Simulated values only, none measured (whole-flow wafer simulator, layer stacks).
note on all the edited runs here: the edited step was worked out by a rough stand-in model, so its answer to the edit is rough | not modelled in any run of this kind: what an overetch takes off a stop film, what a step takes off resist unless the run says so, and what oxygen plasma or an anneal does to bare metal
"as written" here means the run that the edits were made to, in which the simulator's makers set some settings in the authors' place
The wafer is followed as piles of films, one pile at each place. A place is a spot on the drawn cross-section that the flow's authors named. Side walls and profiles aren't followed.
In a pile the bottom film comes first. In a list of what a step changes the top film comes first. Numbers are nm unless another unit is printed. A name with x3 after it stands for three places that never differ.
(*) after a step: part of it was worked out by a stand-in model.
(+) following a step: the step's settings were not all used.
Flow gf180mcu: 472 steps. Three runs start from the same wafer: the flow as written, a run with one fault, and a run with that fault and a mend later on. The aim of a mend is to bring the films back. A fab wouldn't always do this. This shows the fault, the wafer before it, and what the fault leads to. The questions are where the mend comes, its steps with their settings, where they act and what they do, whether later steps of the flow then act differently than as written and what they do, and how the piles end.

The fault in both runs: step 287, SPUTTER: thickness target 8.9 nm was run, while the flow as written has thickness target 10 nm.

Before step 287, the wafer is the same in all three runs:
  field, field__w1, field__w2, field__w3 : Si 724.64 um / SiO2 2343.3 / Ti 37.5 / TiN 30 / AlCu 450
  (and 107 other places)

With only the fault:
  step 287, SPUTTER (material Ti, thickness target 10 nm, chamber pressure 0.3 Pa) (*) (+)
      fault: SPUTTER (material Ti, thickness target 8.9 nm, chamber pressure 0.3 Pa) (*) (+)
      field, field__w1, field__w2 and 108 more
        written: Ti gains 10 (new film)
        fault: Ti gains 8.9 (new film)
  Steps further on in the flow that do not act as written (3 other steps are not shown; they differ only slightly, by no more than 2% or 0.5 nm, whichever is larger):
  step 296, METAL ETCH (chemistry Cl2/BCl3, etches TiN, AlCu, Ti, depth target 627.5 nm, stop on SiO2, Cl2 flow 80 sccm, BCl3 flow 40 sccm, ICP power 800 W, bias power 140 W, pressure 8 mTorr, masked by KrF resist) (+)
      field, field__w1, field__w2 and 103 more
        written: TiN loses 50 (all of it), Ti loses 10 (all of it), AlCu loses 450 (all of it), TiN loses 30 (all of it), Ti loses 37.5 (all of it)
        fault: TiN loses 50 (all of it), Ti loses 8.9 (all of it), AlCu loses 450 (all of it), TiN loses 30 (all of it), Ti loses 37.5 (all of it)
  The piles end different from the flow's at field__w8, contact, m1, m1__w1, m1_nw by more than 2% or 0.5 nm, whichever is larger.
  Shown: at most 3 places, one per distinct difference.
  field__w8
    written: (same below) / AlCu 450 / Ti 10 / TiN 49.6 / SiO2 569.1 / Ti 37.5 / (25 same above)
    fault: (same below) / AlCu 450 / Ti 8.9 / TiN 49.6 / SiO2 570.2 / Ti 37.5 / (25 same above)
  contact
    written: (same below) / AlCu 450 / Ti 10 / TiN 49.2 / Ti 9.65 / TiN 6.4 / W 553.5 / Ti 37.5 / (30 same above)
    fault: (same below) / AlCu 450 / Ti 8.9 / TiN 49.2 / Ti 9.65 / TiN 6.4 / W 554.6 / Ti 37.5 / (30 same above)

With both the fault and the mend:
  The mend follows step 287.
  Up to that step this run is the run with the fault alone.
  step 287a, SPUTTER (material Ti, thickness target 1.1 nm, chamber pressure 0.3 Pa) (*) (+) (the flow's step 287, run once more with other settings)
      field, field__w1, field__w2 and 108 more
        Ti gains 1.1
  None of the later steps of the flow acts differently than as written at any place that is followed.
  At every place that both follow, the piles at the end match the flow's.
